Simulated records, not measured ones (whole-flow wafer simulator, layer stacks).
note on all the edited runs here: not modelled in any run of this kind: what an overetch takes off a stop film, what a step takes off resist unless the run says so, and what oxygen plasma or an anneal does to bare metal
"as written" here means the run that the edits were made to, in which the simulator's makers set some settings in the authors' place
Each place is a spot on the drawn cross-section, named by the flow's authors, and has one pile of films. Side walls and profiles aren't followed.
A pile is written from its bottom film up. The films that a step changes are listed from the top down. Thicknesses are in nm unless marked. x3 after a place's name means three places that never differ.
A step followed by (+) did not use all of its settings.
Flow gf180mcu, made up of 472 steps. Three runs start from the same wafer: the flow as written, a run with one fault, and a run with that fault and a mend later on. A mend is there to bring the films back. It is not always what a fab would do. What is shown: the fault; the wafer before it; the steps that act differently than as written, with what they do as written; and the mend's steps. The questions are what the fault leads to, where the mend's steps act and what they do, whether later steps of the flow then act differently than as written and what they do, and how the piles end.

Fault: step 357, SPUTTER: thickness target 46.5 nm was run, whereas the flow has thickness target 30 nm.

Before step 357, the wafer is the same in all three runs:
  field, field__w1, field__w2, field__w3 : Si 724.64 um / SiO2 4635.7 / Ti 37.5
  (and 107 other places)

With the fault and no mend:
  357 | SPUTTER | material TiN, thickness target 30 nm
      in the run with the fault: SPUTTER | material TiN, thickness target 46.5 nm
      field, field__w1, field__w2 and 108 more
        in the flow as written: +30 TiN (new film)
        in the run with the fault: +46.5 TiN (new film)
  Steps later in the flow that act otherwise than as written:
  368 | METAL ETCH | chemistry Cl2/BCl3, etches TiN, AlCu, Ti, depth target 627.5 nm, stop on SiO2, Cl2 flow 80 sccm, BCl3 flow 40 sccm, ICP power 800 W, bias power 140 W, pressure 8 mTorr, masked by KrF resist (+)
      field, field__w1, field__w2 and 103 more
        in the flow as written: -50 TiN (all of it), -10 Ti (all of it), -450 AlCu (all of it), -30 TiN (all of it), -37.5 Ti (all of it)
        in the run with the fault: -50 TiN (all of it), -10 Ti (all of it), -450 AlCu (all of it), -46.5 TiN (all of it), -37.5 Ti (all of it)
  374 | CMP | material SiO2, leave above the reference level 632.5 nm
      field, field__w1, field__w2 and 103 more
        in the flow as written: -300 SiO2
        in the run with the fault: -283.5 SiO2
  The piles end different from the flow's at field__w8, contact, m1, m1__w1, m1_nw by more than 2% or 0.5 nm, whichever is larger.
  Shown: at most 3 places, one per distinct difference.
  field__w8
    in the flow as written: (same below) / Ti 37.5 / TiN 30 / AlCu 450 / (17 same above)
    in the run with the fault: (same below) / Ti 37.5 / TiN 46.5 / AlCu 450 / (17 same above)
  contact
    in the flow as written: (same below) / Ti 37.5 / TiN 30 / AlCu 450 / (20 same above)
    in the run with the fault: (same below) / Ti 37.5 / TiN 46.5 / AlCu 450 / (20 same above)

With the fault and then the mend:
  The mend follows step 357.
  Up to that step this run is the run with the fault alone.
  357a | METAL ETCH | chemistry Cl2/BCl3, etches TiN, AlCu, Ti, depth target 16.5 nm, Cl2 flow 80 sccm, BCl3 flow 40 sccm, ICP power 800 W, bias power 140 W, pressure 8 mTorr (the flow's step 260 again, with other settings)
      field, field__w1, field__w2 and 108 more
        -16.5 TiN
  None of the later steps of the flow acts differently than as written at any place that is followed.
  At every place that both follow, the piles at the end match the flow's.
